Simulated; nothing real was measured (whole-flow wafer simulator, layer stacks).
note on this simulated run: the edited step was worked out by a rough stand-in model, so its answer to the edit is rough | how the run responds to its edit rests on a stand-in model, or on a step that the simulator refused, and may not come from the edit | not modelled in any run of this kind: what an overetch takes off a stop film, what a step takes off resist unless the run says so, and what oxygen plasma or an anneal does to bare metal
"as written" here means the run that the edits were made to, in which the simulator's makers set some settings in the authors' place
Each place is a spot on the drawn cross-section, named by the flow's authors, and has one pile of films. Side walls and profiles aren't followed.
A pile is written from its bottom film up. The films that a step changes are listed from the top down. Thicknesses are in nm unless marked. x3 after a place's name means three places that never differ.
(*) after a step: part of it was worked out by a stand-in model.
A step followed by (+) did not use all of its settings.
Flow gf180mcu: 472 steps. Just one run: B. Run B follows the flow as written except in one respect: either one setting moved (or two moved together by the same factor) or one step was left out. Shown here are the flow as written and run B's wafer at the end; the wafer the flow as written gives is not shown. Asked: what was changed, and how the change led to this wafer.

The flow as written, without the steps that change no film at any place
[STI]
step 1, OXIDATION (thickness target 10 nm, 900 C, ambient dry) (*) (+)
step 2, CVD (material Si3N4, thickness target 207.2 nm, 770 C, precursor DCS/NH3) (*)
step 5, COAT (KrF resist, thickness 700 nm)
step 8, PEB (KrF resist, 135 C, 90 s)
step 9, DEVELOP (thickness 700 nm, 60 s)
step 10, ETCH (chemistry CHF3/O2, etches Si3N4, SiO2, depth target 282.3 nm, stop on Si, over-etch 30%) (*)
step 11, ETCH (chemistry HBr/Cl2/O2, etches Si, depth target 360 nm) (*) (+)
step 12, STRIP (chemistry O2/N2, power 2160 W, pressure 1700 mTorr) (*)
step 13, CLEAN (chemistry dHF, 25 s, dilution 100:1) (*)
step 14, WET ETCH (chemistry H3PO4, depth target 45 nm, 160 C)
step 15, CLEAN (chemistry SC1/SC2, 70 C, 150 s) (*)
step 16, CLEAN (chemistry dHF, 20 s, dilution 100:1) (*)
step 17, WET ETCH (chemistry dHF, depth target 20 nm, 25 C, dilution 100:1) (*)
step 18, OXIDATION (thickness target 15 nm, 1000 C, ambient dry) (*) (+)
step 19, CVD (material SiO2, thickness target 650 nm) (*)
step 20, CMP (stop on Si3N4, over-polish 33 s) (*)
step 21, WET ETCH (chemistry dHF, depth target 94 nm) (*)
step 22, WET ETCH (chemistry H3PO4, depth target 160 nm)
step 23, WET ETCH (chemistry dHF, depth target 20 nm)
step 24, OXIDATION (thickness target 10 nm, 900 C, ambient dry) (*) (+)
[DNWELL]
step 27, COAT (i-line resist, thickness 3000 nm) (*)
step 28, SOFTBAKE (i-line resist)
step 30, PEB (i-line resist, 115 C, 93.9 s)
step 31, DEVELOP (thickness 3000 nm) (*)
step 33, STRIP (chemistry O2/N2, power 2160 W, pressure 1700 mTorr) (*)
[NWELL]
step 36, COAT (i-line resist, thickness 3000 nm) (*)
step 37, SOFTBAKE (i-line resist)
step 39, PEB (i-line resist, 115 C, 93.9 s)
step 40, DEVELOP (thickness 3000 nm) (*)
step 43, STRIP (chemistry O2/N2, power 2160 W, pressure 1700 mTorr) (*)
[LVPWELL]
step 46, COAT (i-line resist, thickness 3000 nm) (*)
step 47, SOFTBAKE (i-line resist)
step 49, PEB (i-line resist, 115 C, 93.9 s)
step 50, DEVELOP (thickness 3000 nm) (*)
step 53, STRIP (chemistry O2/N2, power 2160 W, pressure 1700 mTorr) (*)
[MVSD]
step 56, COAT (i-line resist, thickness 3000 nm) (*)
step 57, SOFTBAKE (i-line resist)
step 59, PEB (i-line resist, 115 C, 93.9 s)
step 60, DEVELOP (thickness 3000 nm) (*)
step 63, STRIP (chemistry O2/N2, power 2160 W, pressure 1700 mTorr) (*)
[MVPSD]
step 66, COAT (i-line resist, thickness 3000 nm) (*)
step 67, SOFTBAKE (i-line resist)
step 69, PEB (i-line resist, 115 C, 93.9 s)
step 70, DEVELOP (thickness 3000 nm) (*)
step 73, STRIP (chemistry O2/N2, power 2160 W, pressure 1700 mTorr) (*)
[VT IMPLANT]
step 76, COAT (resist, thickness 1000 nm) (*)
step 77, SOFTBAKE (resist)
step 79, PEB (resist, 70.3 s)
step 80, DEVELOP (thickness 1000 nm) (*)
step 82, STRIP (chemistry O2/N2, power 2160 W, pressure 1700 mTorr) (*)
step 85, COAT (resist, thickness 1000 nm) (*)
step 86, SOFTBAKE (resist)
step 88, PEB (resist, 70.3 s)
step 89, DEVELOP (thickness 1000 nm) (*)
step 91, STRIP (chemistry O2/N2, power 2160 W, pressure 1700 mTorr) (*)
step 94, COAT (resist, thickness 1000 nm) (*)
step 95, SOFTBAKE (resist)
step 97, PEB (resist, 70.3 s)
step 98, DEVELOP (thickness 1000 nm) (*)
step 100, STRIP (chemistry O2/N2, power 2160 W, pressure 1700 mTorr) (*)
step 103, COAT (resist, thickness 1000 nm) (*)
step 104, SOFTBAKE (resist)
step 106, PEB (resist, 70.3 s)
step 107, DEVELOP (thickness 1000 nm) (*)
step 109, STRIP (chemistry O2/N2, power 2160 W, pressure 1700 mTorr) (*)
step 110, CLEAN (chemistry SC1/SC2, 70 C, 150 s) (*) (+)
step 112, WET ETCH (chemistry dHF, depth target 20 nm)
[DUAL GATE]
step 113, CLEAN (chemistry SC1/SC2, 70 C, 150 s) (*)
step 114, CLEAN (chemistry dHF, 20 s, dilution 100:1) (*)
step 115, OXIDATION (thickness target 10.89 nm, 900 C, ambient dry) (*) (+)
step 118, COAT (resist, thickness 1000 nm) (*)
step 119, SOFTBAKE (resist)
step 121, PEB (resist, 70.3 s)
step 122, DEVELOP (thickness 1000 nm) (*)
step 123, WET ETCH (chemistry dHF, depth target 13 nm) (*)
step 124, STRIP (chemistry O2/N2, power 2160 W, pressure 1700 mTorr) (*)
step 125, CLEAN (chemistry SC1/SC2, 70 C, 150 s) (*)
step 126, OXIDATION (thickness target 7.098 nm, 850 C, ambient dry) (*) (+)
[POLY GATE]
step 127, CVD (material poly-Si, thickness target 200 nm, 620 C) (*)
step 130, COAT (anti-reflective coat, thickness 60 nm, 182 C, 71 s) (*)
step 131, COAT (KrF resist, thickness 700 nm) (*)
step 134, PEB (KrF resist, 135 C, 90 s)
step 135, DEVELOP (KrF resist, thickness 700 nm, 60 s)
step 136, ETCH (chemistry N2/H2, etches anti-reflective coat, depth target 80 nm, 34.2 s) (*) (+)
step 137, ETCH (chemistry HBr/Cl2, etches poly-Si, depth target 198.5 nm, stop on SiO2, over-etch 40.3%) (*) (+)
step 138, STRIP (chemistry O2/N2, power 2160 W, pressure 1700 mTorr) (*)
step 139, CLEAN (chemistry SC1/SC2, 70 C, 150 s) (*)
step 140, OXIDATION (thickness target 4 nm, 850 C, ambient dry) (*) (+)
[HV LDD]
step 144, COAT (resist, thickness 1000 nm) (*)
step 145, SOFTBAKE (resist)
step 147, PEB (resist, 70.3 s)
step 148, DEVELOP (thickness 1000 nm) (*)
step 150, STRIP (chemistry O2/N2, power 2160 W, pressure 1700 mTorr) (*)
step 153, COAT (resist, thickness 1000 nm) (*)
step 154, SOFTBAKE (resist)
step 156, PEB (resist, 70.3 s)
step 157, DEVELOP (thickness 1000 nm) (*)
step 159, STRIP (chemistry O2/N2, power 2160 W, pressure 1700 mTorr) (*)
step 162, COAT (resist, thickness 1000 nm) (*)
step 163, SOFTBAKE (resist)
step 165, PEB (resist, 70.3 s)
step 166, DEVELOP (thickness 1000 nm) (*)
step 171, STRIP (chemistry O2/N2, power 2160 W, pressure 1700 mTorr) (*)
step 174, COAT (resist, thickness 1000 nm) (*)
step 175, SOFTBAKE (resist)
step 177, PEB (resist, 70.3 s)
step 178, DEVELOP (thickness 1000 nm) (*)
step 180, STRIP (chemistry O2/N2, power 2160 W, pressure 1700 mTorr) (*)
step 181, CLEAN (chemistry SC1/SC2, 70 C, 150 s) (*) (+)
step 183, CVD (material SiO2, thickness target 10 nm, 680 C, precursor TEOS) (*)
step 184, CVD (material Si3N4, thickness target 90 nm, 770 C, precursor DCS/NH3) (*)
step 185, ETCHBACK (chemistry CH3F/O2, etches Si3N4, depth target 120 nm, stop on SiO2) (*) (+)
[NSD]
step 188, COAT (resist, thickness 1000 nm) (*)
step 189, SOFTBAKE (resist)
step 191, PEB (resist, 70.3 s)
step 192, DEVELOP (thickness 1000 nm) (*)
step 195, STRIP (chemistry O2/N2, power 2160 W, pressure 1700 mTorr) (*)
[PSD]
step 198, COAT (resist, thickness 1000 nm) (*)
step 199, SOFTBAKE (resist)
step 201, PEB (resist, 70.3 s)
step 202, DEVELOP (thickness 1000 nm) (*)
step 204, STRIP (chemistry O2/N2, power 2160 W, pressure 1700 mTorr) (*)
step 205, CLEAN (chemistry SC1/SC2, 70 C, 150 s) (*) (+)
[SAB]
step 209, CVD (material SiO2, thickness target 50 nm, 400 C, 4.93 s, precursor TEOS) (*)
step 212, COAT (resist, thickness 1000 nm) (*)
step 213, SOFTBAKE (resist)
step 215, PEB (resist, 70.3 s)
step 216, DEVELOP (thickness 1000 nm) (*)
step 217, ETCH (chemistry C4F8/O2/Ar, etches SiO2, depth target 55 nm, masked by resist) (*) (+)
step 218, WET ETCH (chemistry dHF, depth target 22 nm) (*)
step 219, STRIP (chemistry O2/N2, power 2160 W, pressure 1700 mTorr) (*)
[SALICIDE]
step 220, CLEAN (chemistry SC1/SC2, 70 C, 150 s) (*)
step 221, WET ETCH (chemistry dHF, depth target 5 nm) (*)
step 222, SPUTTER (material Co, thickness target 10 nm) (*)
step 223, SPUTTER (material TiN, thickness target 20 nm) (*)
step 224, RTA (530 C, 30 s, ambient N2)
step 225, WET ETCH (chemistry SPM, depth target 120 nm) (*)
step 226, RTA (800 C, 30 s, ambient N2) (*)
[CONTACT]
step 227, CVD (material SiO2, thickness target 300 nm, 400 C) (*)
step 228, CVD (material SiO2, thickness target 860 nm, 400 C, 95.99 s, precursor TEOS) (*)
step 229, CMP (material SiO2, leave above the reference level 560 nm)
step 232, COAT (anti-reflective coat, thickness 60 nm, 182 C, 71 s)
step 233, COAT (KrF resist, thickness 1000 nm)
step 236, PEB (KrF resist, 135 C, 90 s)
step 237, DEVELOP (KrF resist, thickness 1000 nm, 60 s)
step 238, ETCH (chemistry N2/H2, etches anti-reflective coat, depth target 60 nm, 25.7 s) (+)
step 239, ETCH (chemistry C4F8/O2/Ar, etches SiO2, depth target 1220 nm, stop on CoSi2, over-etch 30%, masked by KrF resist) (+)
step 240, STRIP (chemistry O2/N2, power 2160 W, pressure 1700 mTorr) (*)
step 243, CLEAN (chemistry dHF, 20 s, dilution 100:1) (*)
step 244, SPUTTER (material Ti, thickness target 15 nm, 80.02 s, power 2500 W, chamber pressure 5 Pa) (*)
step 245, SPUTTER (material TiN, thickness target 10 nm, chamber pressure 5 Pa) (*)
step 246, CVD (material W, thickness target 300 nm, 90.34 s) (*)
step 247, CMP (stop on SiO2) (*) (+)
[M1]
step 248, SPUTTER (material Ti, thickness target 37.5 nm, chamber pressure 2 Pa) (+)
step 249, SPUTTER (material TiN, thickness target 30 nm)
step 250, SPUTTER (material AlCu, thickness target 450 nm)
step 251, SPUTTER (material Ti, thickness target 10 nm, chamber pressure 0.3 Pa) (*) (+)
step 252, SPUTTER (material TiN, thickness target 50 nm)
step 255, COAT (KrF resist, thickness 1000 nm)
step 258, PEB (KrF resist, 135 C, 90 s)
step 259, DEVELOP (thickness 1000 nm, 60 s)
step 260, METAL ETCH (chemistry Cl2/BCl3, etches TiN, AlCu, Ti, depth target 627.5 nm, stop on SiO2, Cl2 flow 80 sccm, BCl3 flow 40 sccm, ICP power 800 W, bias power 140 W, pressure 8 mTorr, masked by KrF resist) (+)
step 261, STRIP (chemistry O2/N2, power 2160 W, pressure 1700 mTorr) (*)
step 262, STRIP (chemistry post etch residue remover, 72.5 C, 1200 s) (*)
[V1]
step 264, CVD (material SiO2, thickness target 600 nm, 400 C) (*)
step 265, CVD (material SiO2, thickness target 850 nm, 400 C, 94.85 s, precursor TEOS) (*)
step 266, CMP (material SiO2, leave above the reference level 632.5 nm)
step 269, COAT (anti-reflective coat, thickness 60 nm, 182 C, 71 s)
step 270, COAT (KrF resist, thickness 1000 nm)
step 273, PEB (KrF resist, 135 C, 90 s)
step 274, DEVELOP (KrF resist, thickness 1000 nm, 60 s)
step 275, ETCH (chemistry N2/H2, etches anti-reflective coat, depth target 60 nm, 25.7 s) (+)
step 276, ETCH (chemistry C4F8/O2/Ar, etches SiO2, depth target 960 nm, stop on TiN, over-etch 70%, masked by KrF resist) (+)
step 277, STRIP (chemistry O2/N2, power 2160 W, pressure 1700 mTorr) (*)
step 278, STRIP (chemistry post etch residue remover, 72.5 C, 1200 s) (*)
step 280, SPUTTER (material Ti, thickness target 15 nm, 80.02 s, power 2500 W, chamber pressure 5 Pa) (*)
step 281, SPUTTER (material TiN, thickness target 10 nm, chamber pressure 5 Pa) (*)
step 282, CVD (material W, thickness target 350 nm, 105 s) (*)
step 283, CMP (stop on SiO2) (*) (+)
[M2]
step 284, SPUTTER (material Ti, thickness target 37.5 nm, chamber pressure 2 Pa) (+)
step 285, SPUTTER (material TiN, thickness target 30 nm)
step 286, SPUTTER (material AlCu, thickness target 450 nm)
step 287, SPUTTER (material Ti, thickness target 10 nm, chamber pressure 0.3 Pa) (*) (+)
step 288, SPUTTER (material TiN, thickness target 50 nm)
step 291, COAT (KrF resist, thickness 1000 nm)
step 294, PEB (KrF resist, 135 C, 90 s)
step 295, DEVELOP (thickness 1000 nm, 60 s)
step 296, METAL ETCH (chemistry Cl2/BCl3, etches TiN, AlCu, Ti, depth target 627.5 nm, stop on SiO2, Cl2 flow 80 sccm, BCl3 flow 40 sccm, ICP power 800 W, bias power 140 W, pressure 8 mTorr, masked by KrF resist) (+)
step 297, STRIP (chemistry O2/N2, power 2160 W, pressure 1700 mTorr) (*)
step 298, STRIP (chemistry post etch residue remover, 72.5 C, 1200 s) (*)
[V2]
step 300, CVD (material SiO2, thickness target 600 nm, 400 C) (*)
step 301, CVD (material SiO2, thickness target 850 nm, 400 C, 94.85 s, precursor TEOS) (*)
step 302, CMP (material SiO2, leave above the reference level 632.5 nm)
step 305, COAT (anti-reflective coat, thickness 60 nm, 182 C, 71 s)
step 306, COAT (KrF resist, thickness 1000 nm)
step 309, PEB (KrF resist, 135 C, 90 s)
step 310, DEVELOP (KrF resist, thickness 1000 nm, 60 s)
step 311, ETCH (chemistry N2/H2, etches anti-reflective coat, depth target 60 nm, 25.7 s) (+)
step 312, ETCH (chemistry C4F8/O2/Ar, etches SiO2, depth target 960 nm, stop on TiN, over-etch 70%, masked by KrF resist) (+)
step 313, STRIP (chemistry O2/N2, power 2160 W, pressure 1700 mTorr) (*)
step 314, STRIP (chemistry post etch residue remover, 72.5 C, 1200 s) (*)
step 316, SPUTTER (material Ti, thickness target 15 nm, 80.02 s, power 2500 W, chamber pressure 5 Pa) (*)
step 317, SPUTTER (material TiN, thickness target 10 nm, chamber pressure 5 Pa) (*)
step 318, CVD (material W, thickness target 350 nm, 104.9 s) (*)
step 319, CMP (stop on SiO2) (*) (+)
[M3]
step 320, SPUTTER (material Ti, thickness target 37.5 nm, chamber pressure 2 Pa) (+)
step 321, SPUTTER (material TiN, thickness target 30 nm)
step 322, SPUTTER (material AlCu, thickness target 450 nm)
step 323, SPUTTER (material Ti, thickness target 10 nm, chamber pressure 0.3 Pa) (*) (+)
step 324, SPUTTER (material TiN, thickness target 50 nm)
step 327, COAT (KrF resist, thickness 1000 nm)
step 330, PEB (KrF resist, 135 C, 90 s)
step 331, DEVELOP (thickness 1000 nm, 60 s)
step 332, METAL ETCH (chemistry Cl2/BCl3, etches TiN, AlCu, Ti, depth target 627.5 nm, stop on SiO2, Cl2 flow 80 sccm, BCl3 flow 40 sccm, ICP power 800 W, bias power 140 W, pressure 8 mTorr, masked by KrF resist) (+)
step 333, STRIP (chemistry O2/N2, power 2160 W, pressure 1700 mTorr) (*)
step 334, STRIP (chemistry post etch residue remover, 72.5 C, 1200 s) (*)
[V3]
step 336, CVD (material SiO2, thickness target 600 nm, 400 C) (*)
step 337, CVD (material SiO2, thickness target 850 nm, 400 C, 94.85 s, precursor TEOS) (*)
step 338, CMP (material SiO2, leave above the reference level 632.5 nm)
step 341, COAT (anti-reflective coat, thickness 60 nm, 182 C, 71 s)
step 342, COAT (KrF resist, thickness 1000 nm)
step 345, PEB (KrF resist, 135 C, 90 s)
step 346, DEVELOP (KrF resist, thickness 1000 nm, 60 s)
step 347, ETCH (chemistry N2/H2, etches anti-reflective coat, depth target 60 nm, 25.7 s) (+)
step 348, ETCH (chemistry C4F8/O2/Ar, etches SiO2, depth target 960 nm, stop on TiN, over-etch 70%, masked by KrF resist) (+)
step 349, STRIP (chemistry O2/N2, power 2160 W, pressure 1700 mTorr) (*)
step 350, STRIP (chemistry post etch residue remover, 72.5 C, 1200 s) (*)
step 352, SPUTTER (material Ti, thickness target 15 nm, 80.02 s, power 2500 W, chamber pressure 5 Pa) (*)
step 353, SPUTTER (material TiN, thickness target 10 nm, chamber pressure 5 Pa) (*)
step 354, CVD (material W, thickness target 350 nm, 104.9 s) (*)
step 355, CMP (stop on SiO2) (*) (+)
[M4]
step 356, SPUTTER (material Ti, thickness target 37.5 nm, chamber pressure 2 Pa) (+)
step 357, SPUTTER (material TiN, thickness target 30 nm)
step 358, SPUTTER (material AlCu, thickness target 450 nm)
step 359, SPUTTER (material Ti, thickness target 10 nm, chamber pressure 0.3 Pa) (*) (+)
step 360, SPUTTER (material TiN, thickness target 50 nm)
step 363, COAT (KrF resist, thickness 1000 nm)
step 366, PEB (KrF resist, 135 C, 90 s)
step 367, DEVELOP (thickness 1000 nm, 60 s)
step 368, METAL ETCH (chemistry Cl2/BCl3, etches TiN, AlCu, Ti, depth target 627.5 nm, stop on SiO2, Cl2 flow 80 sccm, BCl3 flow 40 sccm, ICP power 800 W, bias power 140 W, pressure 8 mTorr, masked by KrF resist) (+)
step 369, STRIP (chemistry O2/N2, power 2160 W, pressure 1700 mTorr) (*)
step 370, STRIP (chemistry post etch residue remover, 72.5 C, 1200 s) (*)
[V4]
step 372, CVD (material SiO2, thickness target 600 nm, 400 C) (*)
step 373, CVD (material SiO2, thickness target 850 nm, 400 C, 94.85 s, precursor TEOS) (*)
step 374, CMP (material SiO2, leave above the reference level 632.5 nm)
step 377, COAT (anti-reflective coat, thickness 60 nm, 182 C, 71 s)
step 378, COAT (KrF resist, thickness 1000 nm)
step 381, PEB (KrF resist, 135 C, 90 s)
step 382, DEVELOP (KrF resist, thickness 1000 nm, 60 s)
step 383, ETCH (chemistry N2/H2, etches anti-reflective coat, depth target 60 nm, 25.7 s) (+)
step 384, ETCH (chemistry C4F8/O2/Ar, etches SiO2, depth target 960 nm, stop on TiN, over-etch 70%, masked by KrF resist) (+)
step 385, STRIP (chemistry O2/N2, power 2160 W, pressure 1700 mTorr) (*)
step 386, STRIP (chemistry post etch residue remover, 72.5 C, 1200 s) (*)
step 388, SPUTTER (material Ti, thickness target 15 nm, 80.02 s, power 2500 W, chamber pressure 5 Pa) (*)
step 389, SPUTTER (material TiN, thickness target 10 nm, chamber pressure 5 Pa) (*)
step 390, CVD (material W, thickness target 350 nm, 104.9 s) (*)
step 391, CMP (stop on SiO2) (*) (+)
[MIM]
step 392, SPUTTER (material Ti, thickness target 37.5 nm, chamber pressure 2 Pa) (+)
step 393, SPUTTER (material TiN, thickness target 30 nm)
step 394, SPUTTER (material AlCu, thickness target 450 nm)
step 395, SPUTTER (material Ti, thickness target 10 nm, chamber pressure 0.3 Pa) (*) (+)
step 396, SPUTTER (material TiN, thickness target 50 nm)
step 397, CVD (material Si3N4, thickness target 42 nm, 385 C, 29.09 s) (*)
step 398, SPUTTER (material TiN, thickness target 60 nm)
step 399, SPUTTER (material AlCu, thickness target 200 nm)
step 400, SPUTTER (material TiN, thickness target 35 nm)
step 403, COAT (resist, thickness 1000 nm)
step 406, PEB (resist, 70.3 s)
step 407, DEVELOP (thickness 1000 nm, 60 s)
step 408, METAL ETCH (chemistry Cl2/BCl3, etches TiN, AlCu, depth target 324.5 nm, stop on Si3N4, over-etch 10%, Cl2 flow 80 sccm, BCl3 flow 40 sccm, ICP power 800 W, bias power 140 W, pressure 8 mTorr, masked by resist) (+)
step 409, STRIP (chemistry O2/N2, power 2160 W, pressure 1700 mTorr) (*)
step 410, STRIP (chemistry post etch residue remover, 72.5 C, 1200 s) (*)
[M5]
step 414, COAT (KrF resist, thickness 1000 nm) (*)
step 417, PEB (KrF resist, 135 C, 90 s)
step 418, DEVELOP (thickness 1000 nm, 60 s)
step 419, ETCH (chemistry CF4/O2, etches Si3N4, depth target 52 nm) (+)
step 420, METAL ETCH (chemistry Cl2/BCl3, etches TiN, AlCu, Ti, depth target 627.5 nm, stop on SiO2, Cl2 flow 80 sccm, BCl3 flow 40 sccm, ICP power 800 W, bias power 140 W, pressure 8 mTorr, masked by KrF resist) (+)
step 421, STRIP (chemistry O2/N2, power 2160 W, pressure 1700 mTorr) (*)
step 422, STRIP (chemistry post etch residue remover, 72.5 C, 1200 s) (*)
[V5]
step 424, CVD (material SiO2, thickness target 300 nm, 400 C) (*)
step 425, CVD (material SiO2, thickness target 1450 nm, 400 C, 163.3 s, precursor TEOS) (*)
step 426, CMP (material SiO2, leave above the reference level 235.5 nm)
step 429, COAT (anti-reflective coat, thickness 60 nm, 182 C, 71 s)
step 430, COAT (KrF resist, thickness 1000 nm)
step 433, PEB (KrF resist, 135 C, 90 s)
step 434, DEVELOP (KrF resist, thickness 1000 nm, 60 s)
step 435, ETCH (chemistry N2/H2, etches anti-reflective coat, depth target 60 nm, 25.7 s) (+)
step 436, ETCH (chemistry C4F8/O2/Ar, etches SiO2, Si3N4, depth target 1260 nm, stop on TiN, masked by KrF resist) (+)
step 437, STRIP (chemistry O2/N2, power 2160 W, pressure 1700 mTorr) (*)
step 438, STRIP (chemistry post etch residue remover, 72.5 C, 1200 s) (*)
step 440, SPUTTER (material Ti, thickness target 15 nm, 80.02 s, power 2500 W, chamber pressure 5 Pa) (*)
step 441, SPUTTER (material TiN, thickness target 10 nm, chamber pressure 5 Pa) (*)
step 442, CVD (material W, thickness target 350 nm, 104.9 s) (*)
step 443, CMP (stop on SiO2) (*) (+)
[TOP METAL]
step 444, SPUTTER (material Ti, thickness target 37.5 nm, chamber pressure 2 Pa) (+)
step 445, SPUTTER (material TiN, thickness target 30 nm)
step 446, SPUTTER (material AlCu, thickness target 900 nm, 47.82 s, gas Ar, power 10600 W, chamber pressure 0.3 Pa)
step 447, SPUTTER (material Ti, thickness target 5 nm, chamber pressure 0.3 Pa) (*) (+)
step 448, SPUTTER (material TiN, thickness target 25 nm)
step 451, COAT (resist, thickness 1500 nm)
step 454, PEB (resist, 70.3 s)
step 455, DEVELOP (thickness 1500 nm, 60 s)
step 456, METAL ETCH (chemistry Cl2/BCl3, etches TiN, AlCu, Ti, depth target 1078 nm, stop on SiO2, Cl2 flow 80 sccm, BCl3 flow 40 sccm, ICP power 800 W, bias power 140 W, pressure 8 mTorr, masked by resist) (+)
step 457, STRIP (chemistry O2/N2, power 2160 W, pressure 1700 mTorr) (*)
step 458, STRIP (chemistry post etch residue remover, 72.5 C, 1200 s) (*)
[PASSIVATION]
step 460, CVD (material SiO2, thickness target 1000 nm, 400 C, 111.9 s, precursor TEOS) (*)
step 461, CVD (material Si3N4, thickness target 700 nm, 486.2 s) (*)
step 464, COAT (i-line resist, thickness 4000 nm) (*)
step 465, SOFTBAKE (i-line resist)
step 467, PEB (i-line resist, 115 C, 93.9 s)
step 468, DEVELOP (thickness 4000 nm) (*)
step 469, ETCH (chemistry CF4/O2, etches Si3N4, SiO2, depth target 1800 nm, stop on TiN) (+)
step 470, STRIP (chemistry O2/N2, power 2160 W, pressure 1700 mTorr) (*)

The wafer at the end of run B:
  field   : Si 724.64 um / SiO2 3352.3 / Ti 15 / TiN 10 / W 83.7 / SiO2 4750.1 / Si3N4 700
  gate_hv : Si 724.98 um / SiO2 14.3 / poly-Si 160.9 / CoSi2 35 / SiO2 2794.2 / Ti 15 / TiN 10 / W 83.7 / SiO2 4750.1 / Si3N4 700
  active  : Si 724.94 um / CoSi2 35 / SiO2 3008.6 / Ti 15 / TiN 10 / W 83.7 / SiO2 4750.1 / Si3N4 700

What caused this: step 301, CVD: thickness target 400 nm was run, though the flow has thickness target 850 nm; step 301, CVD: 44.58 s was run, where the flow has 94.85 s.

How this came from the change, step by step:
  step 301, CVD (material SiO2, thickness target 850 nm, 400 C, 94.85 s, precursor TEOS) (*)
      field, field__w1, field__w2 and 108 more: SiO2 gains 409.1 (as written it would have been: SiO2 gains 850)
  step 302, CMP (material SiO2, leave above the reference level 632.5 nm)
      field, field__w1, field__w2 and 103 more: nothing (as written it would have been: SiO2 loses 300)
      field__w8, contact, m1, m1__w1, m1_nw: SiO2 loses 436.1 (as written it would have been: SiO2 loses 877.1)
  step 305, COAT (anti-reflective coat, thickness 60 nm, 182 C, 71 s)
      gate, gate_nat: anti-reflective coat gains 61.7 (new film) (as written it would have been: anti-reflective coat gains 60 (new film))
      field: anti-reflective coat gains 117.1 (new film) (as written it would have been: anti-reflective coat gains 60 (new film))
      (as well as at 19 more places)
  step 306, COAT (KrF resist, thickness 1000 nm)
      field: KrF resist gains 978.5 (new film) (as written it would have been: KrF resist gains 1000 (new film))
      field__w1: KrF resist gains 976.1 (new film) (as written it would have been: KrF resist gains 1000 (new film))
      (as well as at 12 more places)
  step 309, PEB (KrF resist, 135 C, 90 s)
      polyc_n, polyc_n_rim: KrF resist loses 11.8 (as written it would have been: KrF resist loses 10.5)
      contact: KrF resist loses 9.39 (as written it would have been: KrF resist loses 10.5)
      (as well as at 5 more places)
  step 310, DEVELOP (KrF resist, thickness 1000 nm, 60 s)
      contact: KrF resist loses 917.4 (all of it) (as written it would have been: KrF resist loses 989.5 (all of it))
  step 311, ETCH (chemistry N2/H2, etches anti-reflective coat, depth target 60 nm, 25.7 s) (+)
      contact: anti-reflective coat loses 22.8 (all of it), SiO2 loses 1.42 (as written it would have been: anti-reflective coat loses 60 (all of it), SiO2 loses 0.46)
  step 313, STRIP (chemistry O2/N2, power 2160 W, pressure 1700 mTorr) (*)
      field: KrF resist loses 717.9 (all of it), anti-reflective coat loses 117.1 (all of it) (as written it would have been: KrF resist loses 739.2 (all of it), anti-reflective coat loses 60 (all of it))
      field__w1: KrF resist loses 715.5 (all of it), anti-reflective coat loses 87.2 (all of it) (as written it would have been: KrF resist loses 739.2 (all of it), anti-reflective coat loses 60 (all of it))
      (as well as at 19 more places)
  step 316, SPUTTER (material Ti, thickness target 15 nm, 80.02 s, power 2500 W, chamber pressure 5 Pa) (*)
      contact: Ti gains 10.5 (new film) (as written it would have been: Ti gains 9.65 (new film))
  step 317, SPUTTER (material TiN, thickness target 10 nm, chamber pressure 5 Pa) (*)
      contact: TiN gains 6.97 (new film) (as written it would have been: TiN gains 6.4 (new film))
  step 318, CVD (material W, thickness target 350 nm, 104.9 s) (*)
      contact: W gains 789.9 (new film) (as written it would have been: W gains 932.3 (new film))
  step 319, CMP (stop on SiO2) (*) (+)
      field, field__w1, field__w2 and 103 more: W loses 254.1 (as written it would have been: W loses 350 (all of it), TiN loses 10 (all of it), Ti loses 15 (all of it), SiO2 loses 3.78)
      field__w8, m1, m1__w1, m1_nw: W loses 350 (all of it), TiN loses 10 (all of it), Ti loses 15 (all of it), SiO2 loses 20 (as written it would have been: W loses 350 (all of it), TiN loses 10 (all of it), Ti loses 15 (all of it), SiO2 loses 3.78)
      (as well as at 1 more place)
  step 332, METAL ETCH (chemistry Cl2/BCl3, etches TiN, AlCu, Ti, depth target 627.5 nm, stop on SiO2, Cl2 flow 80 sccm, BCl3 flow 40 sccm, ICP power 800 W, bias power 140 W, pressure 8 mTorr, masked by KrF resist) (+)
      field, field__w1, field__w2 and 103 more: TiN loses 50 (all of it), Ti loses 10 (all of it), AlCu loses 450 (all of it), TiN loses 30 (all of it), Ti loses 37.5 (all of it), W loses 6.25 (as written it would have been: TiN loses 50 (all of it), Ti loses 10 (all of it), AlCu loses 450 (all of it), TiN loses 30 (all of it), Ti loses 37.5 (all of it))
  step 334, STRIP (chemistry post etch residue remover, 72.5 C, 1200 s) (*)
      field, field__w1, field__w2 and 103 more: W loses 6.01 (as written it would have been: nothing)
  step 336, CVD (material SiO2, thickness target 600 nm, 400 C) (*)
      field, field__w1, field__w2 and 103 more: SiO2 gains 600 (new film) (as written it would have been: SiO2 gains 600)
  step 338, CMP (material SiO2, leave above the reference level 632.5 nm)
      field, field__w1, field__w2 and 103 more: SiO2 loses 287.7 (as written it would have been: SiO2 loses 300)
Taking metal films that touch as one body, field has 1 body; the flow as written gives 0 bodies.
Taking metal films that touch as one body, gate_hv has 2 bodies (between them, from the top down: SiO2 2794.2); the flow as written gives 1 body.
Taking metal films that touch as one body, active has 2 bodies (between them, from the top down: SiO2 3008.6); the flow as written gives 1 body.
